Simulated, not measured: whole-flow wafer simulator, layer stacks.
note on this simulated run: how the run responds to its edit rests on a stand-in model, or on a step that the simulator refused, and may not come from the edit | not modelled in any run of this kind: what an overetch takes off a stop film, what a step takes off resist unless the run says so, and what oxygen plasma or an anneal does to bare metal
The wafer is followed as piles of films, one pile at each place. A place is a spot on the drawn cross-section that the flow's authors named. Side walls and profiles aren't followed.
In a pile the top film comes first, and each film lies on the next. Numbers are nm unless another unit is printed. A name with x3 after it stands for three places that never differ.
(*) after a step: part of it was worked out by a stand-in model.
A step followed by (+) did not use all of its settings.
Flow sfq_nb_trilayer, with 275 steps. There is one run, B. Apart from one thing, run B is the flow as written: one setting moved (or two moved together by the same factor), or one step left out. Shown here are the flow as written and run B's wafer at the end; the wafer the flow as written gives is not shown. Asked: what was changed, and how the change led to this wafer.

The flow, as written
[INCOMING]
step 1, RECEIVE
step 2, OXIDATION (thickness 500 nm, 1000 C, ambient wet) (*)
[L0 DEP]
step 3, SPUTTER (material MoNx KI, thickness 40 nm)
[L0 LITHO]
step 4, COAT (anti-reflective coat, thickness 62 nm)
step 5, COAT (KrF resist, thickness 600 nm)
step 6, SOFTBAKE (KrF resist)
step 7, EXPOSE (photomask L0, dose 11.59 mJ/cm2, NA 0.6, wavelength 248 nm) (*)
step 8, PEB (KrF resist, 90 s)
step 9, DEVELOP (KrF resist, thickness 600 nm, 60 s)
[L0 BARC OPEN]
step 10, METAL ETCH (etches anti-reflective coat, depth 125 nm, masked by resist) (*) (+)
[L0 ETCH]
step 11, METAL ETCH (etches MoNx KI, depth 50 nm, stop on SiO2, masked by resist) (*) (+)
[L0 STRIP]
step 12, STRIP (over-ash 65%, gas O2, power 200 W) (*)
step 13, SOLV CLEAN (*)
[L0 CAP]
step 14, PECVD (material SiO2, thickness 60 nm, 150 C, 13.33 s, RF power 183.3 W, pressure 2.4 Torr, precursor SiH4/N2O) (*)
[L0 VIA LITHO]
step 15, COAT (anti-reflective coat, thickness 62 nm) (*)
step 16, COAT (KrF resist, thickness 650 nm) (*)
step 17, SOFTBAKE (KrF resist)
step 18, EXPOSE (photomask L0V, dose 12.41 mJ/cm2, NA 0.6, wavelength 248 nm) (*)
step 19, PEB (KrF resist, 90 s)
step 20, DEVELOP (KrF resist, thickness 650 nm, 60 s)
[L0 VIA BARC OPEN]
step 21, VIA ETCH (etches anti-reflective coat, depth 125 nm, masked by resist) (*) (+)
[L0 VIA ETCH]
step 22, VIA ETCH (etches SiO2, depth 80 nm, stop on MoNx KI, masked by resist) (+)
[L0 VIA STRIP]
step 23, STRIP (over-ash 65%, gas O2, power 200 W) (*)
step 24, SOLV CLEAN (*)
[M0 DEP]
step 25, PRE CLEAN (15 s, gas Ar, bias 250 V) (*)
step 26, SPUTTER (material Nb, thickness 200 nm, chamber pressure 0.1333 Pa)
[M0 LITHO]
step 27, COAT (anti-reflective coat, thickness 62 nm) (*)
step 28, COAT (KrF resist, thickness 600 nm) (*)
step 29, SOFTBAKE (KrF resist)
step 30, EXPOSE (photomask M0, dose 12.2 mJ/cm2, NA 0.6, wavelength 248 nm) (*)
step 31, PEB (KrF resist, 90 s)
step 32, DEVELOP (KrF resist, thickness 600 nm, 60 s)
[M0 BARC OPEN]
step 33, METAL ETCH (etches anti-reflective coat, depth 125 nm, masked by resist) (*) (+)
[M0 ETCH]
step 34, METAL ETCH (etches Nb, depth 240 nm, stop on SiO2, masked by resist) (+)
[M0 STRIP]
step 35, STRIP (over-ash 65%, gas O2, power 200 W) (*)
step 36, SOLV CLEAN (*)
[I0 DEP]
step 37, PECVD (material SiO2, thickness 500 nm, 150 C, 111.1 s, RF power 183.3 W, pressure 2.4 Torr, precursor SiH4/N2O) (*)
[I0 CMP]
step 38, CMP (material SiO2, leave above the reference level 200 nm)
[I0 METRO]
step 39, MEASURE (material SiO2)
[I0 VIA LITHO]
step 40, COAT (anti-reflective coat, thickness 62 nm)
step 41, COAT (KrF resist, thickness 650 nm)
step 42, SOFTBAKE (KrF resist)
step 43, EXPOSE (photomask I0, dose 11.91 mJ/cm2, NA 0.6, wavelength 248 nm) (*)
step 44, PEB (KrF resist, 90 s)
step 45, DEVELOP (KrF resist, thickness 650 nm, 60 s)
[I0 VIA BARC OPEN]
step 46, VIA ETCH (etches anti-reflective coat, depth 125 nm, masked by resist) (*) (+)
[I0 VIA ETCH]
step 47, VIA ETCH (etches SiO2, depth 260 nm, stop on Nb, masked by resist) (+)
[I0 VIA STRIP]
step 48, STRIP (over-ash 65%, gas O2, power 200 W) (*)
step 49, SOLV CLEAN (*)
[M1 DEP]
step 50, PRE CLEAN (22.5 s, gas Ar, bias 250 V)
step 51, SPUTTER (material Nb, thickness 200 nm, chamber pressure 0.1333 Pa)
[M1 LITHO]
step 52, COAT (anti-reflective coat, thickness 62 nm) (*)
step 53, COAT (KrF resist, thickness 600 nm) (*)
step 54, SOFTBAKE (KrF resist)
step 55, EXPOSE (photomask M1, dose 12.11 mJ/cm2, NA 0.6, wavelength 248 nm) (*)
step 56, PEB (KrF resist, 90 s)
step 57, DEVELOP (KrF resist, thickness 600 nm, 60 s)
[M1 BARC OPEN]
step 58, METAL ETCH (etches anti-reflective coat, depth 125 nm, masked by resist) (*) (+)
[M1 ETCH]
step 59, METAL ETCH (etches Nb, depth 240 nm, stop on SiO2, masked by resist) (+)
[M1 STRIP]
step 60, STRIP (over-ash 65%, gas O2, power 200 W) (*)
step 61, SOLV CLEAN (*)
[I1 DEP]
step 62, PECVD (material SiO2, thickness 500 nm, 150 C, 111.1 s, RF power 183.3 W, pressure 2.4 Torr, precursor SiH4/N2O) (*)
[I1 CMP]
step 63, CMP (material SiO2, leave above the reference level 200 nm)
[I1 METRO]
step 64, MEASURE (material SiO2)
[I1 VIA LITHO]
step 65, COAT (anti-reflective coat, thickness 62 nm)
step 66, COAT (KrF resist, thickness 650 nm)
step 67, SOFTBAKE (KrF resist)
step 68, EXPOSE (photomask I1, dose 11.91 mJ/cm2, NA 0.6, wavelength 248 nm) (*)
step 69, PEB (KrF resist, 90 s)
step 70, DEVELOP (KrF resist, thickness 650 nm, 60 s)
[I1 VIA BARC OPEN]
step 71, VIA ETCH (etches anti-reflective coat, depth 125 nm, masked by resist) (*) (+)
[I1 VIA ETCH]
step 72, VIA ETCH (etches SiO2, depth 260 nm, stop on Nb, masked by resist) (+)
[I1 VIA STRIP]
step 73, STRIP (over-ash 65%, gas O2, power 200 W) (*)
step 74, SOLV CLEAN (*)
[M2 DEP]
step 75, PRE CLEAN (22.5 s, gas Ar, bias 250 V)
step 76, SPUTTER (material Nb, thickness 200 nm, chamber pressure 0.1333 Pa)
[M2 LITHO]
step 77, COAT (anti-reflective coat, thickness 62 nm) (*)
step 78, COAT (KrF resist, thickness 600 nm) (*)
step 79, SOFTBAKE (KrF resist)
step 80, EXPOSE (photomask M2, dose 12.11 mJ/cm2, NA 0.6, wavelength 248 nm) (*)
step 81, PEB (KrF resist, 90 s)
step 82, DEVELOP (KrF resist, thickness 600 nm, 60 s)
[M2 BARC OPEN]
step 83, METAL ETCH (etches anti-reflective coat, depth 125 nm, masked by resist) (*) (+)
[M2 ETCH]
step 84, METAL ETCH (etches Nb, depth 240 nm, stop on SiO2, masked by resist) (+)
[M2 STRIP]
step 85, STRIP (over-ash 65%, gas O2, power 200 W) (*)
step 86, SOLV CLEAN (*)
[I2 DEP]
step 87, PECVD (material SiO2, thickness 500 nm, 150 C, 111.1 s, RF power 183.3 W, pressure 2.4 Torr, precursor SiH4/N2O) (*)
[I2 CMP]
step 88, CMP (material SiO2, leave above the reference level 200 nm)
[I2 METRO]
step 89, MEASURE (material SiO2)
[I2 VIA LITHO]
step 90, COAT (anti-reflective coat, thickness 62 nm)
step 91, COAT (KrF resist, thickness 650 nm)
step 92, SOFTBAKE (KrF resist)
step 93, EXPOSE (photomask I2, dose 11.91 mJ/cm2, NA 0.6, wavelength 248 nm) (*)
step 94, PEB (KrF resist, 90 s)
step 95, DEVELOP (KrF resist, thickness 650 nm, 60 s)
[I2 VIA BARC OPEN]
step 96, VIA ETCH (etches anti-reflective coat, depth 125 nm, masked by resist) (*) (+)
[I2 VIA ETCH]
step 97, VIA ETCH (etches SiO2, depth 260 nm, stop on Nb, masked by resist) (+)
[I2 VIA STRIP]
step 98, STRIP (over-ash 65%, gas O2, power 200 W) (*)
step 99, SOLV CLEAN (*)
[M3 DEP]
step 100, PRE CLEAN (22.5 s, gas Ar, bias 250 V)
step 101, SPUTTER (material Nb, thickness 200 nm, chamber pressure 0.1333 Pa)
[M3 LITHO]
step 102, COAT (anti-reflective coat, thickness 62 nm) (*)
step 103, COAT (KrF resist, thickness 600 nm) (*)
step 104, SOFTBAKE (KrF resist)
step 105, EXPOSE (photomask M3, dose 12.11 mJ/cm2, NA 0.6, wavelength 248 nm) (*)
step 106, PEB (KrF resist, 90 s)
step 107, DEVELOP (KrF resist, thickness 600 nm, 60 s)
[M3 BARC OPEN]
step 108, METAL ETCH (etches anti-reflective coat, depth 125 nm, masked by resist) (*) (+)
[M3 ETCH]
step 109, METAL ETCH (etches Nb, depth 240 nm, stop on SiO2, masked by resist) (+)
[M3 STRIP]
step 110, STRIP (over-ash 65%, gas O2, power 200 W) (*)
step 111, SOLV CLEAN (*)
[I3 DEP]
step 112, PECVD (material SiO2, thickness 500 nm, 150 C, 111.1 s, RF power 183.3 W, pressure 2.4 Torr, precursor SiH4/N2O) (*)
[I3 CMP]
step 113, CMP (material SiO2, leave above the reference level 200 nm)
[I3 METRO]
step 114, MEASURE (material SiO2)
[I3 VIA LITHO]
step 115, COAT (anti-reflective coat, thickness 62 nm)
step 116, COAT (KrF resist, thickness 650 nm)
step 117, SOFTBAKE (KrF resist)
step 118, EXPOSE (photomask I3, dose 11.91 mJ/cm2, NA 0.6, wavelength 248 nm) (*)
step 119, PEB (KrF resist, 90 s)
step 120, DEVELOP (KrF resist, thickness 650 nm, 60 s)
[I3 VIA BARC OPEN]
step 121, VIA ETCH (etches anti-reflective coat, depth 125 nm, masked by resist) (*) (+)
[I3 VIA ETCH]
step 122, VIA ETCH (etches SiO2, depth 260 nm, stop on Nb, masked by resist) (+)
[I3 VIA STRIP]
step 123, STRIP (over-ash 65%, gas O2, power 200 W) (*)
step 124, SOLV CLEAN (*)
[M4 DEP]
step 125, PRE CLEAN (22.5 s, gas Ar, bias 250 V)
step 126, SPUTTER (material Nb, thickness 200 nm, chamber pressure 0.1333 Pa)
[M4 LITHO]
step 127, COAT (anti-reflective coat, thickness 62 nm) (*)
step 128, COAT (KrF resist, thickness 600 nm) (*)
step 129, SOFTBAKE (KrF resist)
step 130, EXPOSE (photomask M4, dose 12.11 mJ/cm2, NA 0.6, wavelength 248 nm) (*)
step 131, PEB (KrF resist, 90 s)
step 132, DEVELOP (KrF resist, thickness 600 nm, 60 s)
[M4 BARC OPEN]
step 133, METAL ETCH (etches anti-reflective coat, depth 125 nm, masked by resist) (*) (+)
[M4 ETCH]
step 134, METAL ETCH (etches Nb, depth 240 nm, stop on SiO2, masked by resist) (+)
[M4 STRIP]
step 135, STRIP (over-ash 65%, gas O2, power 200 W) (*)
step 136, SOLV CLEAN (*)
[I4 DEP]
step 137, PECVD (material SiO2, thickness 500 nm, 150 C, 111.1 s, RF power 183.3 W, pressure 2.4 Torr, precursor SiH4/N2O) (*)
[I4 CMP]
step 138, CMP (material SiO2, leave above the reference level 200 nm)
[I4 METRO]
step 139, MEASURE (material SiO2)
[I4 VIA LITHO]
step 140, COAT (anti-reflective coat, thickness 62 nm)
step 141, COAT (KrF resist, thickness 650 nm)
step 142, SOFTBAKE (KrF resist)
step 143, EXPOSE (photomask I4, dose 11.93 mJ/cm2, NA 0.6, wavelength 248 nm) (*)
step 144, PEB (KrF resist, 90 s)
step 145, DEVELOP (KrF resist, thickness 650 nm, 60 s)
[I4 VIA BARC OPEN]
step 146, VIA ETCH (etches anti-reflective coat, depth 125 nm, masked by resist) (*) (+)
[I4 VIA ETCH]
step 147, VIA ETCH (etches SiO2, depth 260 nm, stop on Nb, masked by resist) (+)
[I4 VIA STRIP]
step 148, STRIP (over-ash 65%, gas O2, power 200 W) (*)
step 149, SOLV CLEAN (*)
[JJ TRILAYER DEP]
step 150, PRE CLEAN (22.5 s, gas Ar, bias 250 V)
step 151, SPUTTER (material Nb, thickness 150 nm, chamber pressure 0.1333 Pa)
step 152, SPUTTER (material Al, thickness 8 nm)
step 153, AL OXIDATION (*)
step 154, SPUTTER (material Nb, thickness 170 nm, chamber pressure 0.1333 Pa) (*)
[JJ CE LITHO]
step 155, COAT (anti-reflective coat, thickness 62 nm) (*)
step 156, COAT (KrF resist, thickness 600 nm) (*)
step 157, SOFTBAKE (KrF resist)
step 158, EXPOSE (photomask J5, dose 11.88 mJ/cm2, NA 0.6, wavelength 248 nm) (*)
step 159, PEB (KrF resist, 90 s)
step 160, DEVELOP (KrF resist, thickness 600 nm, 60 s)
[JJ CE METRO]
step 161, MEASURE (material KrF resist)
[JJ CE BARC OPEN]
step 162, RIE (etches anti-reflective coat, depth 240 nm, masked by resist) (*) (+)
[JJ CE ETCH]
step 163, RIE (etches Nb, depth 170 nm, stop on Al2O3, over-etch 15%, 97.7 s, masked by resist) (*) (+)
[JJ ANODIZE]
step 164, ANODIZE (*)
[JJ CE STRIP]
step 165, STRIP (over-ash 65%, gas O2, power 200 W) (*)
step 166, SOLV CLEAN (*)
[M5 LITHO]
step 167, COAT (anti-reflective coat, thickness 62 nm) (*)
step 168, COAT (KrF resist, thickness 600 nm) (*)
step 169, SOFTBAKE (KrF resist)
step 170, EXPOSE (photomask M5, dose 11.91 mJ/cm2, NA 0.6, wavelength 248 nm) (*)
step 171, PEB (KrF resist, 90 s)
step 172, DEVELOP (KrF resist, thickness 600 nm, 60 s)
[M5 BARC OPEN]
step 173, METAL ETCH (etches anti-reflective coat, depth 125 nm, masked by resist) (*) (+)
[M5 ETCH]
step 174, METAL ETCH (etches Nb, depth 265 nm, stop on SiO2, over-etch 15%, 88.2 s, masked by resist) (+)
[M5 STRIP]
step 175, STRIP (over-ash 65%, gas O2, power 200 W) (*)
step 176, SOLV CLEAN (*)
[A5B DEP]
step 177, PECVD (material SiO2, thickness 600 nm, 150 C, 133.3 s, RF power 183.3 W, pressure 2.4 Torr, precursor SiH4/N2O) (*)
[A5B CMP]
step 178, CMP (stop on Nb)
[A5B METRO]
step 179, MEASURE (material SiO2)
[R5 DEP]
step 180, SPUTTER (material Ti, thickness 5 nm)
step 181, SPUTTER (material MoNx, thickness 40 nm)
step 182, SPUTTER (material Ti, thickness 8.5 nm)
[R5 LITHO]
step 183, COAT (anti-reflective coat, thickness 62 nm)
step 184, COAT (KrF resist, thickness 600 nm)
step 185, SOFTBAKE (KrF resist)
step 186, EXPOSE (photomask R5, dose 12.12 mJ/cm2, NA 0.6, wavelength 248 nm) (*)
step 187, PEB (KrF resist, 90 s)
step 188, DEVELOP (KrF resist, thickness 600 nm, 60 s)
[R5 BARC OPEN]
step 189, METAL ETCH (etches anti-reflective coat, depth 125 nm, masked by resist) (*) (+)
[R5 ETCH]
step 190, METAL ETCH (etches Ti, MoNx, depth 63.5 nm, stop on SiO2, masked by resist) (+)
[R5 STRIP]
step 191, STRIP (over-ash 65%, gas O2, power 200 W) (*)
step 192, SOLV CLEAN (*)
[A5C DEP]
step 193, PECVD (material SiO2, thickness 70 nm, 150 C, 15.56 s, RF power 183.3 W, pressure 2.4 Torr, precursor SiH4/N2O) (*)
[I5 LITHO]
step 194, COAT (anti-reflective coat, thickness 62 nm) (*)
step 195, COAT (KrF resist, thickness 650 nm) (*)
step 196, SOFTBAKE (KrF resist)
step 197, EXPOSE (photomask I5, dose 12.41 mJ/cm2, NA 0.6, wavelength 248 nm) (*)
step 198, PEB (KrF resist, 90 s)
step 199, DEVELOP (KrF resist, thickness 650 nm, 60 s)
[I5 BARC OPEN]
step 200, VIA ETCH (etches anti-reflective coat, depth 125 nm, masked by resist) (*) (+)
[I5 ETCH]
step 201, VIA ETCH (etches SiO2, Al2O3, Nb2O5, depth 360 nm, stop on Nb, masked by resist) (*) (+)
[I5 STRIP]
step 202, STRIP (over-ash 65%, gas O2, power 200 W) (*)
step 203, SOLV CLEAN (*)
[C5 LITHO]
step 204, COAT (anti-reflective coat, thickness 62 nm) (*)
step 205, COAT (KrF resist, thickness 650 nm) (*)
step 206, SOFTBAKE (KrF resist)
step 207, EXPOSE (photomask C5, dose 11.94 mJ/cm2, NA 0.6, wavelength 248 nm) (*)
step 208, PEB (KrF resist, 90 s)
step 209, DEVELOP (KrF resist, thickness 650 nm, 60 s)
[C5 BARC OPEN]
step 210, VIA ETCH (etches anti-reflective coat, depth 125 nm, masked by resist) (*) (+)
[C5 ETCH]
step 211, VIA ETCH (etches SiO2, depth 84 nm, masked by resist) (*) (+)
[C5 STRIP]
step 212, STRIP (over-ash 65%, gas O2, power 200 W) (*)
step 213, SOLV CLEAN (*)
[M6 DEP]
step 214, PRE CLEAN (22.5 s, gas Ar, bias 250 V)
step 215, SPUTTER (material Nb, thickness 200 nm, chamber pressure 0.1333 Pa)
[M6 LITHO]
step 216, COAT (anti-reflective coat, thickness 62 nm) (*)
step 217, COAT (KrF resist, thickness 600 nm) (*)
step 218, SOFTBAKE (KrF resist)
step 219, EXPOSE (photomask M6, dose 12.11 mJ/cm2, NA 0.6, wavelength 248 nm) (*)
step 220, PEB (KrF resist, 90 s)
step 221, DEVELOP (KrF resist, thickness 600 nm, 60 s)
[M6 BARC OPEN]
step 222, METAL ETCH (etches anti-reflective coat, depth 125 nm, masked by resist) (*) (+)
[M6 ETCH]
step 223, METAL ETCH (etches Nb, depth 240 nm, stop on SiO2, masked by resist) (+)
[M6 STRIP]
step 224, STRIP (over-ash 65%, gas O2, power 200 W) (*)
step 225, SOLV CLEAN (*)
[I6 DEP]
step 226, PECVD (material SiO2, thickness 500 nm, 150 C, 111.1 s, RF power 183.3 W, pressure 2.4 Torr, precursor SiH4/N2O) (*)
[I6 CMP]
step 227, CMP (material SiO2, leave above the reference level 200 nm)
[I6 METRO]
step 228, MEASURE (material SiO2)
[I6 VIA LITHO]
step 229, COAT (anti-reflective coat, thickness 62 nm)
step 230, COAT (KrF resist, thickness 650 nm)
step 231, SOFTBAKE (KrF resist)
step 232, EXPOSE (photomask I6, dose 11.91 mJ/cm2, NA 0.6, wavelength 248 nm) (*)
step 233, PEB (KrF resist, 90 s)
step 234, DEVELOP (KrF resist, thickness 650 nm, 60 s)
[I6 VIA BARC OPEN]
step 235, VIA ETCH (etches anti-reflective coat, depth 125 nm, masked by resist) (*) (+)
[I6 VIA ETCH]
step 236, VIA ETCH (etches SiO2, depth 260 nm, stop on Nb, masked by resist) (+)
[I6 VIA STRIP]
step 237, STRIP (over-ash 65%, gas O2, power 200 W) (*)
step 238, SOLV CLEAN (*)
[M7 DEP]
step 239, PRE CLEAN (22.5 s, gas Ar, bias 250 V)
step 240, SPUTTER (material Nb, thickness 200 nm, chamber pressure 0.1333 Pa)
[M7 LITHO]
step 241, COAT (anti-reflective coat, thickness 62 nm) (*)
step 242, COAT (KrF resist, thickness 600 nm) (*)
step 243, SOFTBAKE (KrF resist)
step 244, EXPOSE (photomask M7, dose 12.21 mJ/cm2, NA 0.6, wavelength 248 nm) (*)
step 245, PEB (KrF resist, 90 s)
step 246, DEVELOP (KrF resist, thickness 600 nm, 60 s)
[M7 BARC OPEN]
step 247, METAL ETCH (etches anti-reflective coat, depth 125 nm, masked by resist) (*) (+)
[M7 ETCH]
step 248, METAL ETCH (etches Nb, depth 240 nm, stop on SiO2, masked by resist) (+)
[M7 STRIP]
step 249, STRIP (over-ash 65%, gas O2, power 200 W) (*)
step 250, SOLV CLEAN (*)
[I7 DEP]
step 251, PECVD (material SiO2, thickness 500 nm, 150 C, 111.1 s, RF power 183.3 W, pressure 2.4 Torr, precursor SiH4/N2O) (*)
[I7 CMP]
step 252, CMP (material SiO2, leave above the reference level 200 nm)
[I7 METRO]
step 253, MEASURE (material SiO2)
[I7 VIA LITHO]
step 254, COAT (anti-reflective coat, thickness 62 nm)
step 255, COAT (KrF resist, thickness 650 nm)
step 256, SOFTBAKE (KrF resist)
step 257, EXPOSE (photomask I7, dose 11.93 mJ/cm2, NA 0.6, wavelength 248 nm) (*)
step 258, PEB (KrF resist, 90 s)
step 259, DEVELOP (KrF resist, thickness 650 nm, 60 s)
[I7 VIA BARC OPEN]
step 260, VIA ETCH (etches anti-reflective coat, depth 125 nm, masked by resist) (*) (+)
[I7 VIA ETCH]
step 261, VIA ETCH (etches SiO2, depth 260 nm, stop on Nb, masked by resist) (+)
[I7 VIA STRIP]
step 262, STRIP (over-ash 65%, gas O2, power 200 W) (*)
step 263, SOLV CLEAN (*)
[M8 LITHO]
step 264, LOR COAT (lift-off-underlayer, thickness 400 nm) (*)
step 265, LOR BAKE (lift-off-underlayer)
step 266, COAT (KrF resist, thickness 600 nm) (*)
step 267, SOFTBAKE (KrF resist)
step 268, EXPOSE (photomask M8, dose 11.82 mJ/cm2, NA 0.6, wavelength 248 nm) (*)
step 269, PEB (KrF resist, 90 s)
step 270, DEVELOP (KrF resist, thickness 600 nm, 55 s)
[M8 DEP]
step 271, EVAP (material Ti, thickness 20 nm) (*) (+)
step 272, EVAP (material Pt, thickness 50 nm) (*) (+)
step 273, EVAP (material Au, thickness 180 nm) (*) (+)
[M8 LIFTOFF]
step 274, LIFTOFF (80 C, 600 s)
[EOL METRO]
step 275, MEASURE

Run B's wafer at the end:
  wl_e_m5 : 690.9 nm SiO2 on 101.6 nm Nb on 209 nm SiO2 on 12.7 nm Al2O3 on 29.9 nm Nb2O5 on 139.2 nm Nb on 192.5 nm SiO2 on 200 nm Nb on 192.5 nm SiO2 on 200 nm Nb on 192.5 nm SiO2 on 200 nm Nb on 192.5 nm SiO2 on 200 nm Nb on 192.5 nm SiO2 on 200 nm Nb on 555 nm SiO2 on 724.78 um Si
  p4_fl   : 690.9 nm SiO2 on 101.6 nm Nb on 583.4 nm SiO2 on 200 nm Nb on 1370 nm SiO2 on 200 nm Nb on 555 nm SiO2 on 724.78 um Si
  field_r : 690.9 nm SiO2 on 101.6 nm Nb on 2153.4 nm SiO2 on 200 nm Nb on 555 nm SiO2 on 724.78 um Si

Cause: step 223, METAL ETCH: depth 98.4 nm was run, though the flow has depth 240 nm.

Step by step, how the change led to this:
  step 223, METAL ETCH (etches Nb, depth 240 nm, stop on SiO2, masked by resist) (+)
      field_l, gap, moat and 76 more: Nb loses 98.4 (in the flow as written it would be: Nb loses 200 (all of it))
      v_sur, via_wl, via_w and 24 more: KrF resist loses 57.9 (in the flow as written it would be: KrF resist loses 141.2)
  step 224, STRIP (over-ash 65%, gas O2, power 200 W) (*)
      wl_j_sl, wl_j_sr: KrF resist loses 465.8 (all of it), anti-reflective coat loses 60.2 (all of it) (in the flow as written it would be: KrF resist loses 382.5 (all of it), anti-reflective coat loses 60.2 (all of it))
      wl_c_m6, wl_f_m6: KrF resist loses 465.6 (all of it), anti-reflective coat loses 62 (all of it) (in the flow as written it would be: KrF resist loses 382.3 (all of it), anti-reflective coat loses 62 (all of it))
      (and at 23 other places as well)
  step 226, PECVD (material SiO2, thickness 500 nm, 150 C, 111.1 s, RF power 183.3 W, pressure 2.4 Torr, precursor SiH4/N2O) (*)
      field_l, p4_fl, p4_fm and 62 more: SiO2 gains 500 (new film) (in the flow as written it would be: SiO2 gains 500)
      moat, field_r, lsp_l, ln_m5, lsp_m: SiO2 gains 500 (new film) (in the flow as written it would be: SiO2 gains 493.6)
      (and at 9 other places as well)
  step 227, CMP (material SiO2, leave above the reference level 200 nm)
      field_l, p4_fl, p4_fm and 59 more: SiO2 loses 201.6 (in the flow as written it would be: SiO2 loses 100)
      moat, field_r, lsp_l, ln_m5, lsp_m: SiO2 loses 201.6 (in the flow as written it would be: SiO2 loses 93.6)
      (and at 12 other places as well)
If metal films that touch count as one body, wl_e_m5 has 7 bodies (between them, from the top down: SiO2 209 / Al2O3 12.7 / Nb2O5 29.9; SiO2 192.5; SiO2 192.5; SiO2 192.5; SiO2 192.5; SiO2 192.5); the flow as written gives 6 bodies (between them, from the top down: SiO2 192.5; SiO2 192.5; SiO2 192.5; SiO2 192.5; SiO2 192.5).
If metal films that touch count as one body, p4_fl has 3 bodies (between them, from the top down: SiO2 583.4; SiO2 1370); the flow as written gives 2 bodies (between them, from the top down: SiO2 1370).
If metal films that touch count as one body, field_r has 2 bodies (between them, from the top down: SiO2 2153.4); the flow as written gives 1 body.
